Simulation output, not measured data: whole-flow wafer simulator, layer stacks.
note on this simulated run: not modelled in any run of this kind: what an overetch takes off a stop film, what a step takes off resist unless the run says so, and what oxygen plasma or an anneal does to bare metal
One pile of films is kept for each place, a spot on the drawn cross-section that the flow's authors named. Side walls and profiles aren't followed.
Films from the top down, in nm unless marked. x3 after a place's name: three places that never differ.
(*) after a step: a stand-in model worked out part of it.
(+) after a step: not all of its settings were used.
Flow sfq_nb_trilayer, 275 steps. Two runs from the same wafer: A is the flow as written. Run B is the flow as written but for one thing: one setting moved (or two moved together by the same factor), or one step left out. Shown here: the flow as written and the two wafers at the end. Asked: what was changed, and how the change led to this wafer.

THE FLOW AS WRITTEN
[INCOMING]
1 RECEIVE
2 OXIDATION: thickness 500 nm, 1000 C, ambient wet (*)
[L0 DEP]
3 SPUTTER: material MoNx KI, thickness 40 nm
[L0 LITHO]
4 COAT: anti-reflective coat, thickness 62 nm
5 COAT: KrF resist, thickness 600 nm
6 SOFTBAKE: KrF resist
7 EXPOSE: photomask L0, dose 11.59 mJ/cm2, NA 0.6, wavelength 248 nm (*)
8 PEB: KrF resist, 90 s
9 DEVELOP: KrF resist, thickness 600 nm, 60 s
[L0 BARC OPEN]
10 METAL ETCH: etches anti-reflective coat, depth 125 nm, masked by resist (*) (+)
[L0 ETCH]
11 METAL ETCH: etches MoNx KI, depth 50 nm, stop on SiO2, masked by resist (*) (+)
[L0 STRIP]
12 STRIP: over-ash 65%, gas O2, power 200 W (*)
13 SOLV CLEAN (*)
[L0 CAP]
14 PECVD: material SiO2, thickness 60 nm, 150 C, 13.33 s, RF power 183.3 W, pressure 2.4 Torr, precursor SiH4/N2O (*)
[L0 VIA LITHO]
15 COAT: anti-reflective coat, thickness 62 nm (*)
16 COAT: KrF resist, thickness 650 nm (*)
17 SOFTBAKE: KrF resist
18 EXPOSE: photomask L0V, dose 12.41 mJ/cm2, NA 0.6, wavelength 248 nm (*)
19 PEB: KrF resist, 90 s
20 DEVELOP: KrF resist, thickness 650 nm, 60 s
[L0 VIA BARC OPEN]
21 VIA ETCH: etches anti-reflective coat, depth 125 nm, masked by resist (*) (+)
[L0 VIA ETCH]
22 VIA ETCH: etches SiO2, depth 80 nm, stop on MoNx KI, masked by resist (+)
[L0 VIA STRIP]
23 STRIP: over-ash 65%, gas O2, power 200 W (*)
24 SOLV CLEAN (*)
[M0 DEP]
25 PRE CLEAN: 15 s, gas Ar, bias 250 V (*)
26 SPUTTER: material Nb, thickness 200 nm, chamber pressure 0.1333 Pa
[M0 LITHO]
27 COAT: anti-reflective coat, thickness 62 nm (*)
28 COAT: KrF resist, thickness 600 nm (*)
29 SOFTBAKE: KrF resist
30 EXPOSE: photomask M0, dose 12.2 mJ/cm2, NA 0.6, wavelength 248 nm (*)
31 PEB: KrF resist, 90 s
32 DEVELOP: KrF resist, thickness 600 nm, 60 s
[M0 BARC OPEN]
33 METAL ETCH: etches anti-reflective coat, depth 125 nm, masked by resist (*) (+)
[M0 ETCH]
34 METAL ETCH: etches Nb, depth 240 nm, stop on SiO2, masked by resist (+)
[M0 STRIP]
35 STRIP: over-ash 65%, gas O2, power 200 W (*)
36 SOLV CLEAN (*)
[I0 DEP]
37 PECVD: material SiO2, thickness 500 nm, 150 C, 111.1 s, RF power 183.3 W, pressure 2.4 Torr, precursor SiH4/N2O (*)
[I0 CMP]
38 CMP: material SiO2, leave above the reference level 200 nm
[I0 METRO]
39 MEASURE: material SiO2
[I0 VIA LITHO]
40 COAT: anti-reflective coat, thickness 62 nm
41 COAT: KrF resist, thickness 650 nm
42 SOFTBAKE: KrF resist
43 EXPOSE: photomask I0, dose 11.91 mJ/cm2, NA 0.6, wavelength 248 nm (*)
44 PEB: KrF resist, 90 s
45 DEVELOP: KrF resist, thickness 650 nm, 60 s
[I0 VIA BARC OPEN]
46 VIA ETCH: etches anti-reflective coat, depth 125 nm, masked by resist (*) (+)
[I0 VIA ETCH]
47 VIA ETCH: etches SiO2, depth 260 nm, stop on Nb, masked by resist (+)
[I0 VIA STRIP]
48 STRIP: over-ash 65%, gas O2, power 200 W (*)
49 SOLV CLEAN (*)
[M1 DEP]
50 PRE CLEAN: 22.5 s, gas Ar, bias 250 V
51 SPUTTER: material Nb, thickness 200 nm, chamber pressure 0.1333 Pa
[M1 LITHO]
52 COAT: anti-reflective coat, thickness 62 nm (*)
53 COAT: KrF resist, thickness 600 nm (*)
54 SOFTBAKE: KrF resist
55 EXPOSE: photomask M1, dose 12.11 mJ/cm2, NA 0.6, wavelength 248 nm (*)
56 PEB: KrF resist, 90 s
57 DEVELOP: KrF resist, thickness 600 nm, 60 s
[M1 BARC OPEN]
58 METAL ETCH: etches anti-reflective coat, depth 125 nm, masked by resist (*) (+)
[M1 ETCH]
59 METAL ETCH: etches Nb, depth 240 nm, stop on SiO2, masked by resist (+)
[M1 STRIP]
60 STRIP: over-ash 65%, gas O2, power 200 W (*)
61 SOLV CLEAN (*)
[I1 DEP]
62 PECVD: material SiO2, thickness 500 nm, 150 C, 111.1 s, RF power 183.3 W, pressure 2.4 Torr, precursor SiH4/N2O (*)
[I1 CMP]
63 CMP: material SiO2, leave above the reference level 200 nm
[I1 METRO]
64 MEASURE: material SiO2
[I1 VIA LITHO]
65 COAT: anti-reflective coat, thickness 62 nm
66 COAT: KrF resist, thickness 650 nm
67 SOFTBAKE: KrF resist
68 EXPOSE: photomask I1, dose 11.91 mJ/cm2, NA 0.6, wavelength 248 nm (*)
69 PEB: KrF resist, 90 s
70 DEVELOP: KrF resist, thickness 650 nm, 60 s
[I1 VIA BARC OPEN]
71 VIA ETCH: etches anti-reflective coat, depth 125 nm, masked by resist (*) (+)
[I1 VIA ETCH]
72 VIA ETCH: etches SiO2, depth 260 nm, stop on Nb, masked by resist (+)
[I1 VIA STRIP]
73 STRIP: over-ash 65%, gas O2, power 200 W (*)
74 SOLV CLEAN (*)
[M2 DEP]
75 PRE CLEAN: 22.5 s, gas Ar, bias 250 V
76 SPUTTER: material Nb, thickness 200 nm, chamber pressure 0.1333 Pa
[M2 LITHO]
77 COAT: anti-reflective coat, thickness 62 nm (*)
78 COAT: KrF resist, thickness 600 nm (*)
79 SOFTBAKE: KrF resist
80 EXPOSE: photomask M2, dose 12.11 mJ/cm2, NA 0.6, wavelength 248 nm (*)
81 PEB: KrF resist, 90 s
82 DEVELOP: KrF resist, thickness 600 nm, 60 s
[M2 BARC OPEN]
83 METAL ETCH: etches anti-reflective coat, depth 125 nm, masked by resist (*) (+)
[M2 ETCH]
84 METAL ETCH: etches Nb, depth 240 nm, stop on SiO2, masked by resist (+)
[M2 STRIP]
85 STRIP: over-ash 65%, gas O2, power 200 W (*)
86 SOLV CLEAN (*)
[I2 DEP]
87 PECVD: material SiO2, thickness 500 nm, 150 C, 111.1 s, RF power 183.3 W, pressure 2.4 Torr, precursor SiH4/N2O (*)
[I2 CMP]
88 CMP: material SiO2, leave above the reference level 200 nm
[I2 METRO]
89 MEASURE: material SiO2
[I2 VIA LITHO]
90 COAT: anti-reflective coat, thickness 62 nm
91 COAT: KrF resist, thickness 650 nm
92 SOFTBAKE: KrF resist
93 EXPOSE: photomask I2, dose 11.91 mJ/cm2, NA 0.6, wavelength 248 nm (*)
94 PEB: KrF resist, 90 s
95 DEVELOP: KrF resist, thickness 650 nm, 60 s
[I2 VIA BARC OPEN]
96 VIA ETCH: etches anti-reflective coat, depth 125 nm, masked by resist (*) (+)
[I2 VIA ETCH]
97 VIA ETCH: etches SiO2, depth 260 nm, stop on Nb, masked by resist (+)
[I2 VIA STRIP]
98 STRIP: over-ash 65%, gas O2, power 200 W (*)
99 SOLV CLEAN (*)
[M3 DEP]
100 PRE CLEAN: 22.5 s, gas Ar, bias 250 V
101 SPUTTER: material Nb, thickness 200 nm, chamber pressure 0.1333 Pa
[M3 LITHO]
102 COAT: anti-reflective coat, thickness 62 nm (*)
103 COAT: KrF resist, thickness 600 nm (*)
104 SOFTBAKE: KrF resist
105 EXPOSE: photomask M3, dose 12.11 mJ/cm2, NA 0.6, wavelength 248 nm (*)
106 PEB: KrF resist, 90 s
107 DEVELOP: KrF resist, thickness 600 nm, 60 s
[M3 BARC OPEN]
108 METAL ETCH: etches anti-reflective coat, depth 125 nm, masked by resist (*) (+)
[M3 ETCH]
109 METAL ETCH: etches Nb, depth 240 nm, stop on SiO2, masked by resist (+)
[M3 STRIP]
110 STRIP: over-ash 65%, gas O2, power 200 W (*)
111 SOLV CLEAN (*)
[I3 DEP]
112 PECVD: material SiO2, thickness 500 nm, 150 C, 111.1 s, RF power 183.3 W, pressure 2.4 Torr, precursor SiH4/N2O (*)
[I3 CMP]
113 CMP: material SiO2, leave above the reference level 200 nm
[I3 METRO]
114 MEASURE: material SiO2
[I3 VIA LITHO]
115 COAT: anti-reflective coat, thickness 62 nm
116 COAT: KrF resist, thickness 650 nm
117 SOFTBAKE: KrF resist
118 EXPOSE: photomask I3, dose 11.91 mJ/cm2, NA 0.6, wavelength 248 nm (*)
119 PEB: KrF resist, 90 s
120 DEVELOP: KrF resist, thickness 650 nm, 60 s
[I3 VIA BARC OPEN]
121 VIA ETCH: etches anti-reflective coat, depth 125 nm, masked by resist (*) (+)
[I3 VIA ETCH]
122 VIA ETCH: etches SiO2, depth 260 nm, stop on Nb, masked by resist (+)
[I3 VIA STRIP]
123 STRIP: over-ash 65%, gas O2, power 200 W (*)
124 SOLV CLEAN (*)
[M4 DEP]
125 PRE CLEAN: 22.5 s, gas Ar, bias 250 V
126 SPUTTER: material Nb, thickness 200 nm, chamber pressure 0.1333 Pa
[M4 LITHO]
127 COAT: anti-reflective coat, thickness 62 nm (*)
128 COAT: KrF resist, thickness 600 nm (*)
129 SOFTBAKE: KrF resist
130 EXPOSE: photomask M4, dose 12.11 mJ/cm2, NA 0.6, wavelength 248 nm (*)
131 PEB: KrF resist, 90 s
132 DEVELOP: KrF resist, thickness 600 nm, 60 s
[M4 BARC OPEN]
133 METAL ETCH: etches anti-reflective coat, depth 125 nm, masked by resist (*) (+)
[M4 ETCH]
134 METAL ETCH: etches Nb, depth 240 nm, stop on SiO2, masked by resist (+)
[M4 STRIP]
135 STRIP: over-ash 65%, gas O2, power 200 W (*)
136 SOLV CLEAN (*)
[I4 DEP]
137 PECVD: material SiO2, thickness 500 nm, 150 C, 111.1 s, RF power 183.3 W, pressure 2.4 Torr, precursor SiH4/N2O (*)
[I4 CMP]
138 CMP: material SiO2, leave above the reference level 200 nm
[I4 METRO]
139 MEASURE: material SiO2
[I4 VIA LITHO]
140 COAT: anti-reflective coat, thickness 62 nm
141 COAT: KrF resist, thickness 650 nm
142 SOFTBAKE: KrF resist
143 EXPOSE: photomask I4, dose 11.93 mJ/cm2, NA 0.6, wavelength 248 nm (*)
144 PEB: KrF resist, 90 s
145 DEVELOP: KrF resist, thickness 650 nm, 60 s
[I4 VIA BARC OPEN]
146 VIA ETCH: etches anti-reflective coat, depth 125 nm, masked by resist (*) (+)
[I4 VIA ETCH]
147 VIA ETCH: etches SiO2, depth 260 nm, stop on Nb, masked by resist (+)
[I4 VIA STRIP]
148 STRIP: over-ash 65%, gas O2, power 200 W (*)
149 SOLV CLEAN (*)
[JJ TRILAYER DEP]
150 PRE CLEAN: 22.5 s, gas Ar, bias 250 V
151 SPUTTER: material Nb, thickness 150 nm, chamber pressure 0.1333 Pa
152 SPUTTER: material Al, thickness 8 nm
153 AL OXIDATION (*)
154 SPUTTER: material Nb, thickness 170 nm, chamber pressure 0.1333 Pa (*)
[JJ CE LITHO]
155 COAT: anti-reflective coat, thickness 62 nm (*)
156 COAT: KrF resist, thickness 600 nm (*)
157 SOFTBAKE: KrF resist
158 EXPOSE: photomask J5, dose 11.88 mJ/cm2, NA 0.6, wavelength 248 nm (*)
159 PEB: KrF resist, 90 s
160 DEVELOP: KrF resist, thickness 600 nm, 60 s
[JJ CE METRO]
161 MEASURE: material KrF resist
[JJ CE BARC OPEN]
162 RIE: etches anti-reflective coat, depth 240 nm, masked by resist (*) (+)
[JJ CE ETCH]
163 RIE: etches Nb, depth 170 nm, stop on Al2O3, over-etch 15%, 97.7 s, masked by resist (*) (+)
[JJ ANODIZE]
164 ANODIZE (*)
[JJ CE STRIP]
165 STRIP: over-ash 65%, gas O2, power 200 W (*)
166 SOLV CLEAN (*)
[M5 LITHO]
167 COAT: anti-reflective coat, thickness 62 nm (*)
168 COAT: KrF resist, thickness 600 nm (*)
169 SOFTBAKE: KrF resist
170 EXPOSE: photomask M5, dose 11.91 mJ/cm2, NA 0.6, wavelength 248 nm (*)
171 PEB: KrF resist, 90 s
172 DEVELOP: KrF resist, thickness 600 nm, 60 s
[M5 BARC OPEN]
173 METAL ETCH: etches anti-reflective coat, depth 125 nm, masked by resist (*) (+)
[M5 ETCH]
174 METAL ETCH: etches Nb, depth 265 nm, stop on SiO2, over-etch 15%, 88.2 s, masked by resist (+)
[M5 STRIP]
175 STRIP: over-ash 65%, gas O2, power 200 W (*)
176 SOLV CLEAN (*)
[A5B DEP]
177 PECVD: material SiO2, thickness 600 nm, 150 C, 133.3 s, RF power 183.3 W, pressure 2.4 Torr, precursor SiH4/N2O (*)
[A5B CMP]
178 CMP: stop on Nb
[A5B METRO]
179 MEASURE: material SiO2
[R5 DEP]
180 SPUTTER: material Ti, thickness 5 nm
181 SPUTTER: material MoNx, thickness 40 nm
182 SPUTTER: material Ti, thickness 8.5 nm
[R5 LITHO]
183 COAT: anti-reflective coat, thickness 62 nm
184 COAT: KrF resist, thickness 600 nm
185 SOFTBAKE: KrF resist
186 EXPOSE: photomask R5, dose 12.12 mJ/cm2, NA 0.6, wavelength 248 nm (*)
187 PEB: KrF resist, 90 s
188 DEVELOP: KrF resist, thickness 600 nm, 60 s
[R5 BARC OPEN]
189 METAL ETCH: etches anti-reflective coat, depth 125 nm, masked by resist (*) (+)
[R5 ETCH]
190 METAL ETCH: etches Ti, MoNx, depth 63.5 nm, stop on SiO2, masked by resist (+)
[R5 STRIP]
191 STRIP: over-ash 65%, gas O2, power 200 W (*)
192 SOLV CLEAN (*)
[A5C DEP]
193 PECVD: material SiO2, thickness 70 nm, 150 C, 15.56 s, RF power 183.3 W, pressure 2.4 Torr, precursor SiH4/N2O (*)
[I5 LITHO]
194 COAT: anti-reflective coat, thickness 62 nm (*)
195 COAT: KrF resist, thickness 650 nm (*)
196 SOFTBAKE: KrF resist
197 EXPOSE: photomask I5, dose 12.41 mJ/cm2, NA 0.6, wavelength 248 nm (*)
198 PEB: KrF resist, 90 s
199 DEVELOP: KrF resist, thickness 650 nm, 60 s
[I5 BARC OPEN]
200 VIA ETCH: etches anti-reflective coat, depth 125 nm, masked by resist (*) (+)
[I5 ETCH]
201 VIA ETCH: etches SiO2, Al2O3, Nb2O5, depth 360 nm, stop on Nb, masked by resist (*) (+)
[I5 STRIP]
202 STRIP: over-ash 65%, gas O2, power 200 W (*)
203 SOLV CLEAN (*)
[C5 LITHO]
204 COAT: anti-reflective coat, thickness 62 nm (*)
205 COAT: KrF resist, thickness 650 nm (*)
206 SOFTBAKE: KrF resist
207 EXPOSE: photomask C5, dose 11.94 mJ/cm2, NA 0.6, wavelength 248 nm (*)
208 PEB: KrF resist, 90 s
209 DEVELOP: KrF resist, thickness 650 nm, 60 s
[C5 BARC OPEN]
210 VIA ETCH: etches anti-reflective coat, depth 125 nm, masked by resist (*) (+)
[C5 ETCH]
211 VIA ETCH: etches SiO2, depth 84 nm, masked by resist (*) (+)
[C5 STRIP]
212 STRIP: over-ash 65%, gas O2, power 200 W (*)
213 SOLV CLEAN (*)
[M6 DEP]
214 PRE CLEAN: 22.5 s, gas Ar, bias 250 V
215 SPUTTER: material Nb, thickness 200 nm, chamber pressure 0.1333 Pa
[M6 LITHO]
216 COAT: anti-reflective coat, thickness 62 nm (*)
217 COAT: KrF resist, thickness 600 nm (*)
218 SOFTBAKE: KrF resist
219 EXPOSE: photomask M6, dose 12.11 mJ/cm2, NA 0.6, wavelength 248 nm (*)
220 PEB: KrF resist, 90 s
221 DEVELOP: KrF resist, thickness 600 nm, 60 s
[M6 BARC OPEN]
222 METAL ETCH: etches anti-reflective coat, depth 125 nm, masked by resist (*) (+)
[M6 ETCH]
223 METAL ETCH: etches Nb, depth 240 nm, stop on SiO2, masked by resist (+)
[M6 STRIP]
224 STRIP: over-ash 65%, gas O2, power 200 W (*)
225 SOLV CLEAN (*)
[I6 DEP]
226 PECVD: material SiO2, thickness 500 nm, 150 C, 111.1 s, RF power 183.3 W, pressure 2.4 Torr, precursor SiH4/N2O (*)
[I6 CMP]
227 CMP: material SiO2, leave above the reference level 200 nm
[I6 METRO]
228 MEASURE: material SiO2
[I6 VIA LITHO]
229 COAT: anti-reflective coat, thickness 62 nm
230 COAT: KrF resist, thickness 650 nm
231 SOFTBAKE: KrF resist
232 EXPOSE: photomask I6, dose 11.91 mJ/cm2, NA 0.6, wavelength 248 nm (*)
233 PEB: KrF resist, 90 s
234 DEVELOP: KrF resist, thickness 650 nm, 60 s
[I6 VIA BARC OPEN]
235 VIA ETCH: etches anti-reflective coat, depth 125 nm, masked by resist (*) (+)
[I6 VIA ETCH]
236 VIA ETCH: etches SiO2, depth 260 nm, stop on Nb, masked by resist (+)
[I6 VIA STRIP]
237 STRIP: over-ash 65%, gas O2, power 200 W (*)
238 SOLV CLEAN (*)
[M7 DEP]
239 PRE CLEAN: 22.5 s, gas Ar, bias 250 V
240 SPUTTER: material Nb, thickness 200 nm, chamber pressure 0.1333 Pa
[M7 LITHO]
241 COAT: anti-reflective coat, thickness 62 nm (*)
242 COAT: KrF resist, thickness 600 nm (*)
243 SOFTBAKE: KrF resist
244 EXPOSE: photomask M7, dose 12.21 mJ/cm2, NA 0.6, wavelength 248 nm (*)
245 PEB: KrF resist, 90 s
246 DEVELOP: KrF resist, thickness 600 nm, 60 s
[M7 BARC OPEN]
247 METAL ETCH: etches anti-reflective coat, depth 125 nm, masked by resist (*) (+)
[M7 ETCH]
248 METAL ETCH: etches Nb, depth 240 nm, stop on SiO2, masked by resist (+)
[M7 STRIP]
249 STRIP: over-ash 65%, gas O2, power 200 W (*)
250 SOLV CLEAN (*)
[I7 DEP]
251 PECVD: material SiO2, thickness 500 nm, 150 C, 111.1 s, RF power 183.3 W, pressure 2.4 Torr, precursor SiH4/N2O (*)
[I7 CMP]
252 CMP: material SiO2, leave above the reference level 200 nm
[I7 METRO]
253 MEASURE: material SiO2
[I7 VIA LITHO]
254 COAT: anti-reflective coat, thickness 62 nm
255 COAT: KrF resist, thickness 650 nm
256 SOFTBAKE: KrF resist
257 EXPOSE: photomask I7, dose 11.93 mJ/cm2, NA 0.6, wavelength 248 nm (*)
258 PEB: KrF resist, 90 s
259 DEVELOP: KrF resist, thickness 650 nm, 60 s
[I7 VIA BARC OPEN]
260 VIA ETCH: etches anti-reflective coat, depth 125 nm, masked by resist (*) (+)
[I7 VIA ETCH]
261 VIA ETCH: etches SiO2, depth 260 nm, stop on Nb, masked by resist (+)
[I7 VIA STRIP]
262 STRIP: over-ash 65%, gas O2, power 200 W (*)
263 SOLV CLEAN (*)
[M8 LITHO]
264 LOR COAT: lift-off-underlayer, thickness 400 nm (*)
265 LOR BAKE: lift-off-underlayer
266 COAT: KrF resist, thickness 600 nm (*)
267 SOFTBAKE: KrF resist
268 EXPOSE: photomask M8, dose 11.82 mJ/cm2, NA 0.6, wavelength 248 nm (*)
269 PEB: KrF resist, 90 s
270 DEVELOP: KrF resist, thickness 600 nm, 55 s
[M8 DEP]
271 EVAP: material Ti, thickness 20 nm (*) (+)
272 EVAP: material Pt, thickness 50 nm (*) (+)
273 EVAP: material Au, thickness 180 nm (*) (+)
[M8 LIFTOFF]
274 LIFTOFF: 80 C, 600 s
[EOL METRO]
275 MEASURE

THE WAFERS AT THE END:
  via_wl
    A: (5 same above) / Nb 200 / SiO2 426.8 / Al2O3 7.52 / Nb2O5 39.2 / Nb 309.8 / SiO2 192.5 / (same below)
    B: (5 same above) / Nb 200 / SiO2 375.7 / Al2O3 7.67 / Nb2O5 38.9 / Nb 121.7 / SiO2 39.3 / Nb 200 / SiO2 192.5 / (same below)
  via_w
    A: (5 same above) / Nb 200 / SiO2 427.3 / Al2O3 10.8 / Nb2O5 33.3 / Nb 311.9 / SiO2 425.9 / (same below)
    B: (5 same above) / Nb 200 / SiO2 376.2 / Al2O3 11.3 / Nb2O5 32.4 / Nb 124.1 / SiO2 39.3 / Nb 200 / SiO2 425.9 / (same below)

The cause: step 147, VIA ETCH: depth 153 nm was run, where the flow has depth 260 nm.

How the change led to this, step by step:
  147 VIA ETCH: etches SiO2, depth 260 nm, stop on Nb, masked by resist (+)
      via_wl, via_w, via_wr: A SiO2 -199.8 (all of it) | B SiO2 -153
      field_l, v_sur, via_sp and 100 more: A KrF resist -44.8 | B KrF resist -26.4
  148 STRIP: over-ash 65%, gas O2, power 200 W (*)
      field_l, v_sur, via_sp and 100 more: A KrF resist -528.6 (all of it), anti-reflective coat -62 (all of it) | B KrF resist -547.1 (all of it), anti-reflective coat -62 (all of it)
  150 PRE CLEAN: 22.5 s, gas Ar, bias 250 V
      via_wl, via_w, via_wr: A Nb -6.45 | B SiO2 -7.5
  151 SPUTTER: material Nb, thickness 150 nm, chamber pressure 0.1333 Pa
      via_wl, via_w, via_wr: A Nb +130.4 | B Nb +135.7 (new film)
  154 SPUTTER: material Nb, thickness 170 nm, chamber pressure 0.1333 Pa (*)
      via_wl, via_wr: A Nb +140.7 (new film) | B Nb +148.6 (new film)
      via_w: A Nb +141 (new film) | B Nb +149 (new film)
  155 COAT: anti-reflective coat, thickness 62 nm (*)
      via_wl, via_wr: A anti-reflective coat +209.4 (new film) | B anti-reflective coat +166.4 (new film)
      v_sur: A anti-reflective coat +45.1 (new film) | B anti-reflective coat +46.9 (new film)
      (and at 2 more places)
  156 COAT: KrF resist, thickness 600 nm (*)
      via_w: A KrF resist +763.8 (new film) | B KrF resist +720.3 (new film)
  160 DEVELOP: KrF resist, thickness 600 nm, 60 s
      via_w: A KrF resist -762.1 (all of it) | B KrF resist -718.7 (all of it)
  162 RIE: etches anti-reflective coat, depth 240 nm, masked by resist (*) (+)
      ce_l, c5j, ce_r, wl_jj: A KrF resist -209.4 | B KrF resist -166.4
      via_wl, via_wr: A anti-reflective coat -209.4 (all of it) | B anti-reflective coat -166.4 (all of it)
      (and at 3 more places)
  163 RIE: etches Nb, depth 170 nm, stop on Al2O3, over-etch 15%, 97.7 s, masked by resist (*) (+)
      via_wl, via_wr: A Nb -140.7 (all of it), Al2O3 -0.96 (all of it) | B Nb -148.6 (all of it), Al2O3 -0.96 (all of it)
      via_w: A Nb -141 (all of it), Al2O3 -0.96 (all of it) | B Nb -149 (all of it), Al2O3 -0.96 (all of it)
  164 ANODIZE (*)
      via_w: A Al2O3 +10.8 (new film), Nb2O5 +33.3 (new film), Al -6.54 (all of it), Nb -12 | B Al2O3 +11.3 (new film), Nb2O5 +32.4 (new film), Al -6.84 (all of it), Nb -11.7
  165 STRIP: over-ash 65%, gas O2, power 200 W (*)
      c5j, ce_r: A KrF resist -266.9 (all of it), anti-reflective coat -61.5 (all of it) | B KrF resist -310.2 (all of it), anti-reflective coat -61.6 (all of it)
      ce_l: A KrF resist -266.8 (all of it), anti-reflective coat -61.4 (all of it) | B KrF resist -310.1 (all of it), anti-reflective coat -61.6 (all of it)
      (and at 1 more place)
  167 COAT: anti-reflective coat, thickness 62 nm (*)
      v_sur: A anti-reflective coat +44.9 (new film) | B anti-reflective coat +43.7 (new film)
      via_wl: A anti-reflective coat +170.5 (new film) | B anti-reflective coat +127.8 (new film)
      (and at 2 more places)
  168 COAT: KrF resist, thickness 600 nm (*)
      via_w: A KrF resist +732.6 (new film) | B KrF resist +702.5 (new film)
  175 STRIP: over-ash 65%, gas O2, power 200 W (*)
      v_sur: A KrF resist -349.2 (all of it), anti-reflective coat -44.9 (all of it) | B KrF resist -357 (all of it), anti-reflective coat -43.7 (all of it)
      via_wl: A KrF resist -427 (all of it), anti-reflective coat -170.5 (all of it) | B KrF resist -428.1 (all of it), anti-reflective coat -127.8 (all of it)
      (and at 2 more places)
  178 CMP: stop on Nb
      via_wl, via_wr: A SiO2 -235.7 | B SiO2 -286.8
      via_w: A SiO2 -235.2 | B SiO2 -286.3
Counting metal films that touch as one body, via_wl has 8 bodies (between them, from the top down: SiO2 192.5; SiO2 375.7 / Al2O3 7.67 / Nb2O5 38.9; SiO2 39.3; SiO2 192.5; SiO2 192.5; SiO2 192.5; SiO2 192.5); the flow as written gives 7 bodies (between them, from the top down: SiO2 192.5; SiO2 426.8 / Al2O3 7.52 / Nb2O5 39.2; SiO2 192.5; SiO2 192.5; SiO2 192.5; SiO2 192.5).
Counting metal films that touch as one body, via_w has 6 bodies (between them, from the top down: SiO2 192.5; SiO2 376.2 / Al2O3 11.3 / Nb2O5 32.4; SiO2 39.3; SiO2 425.9; SiO2 416.9); the flow as written gives 5 bodies (between them, from the top down: SiO2 192.5; SiO2 427.3 / Al2O3 10.8 / Nb2O5 33.3; SiO2 425.9; SiO2 416.9).
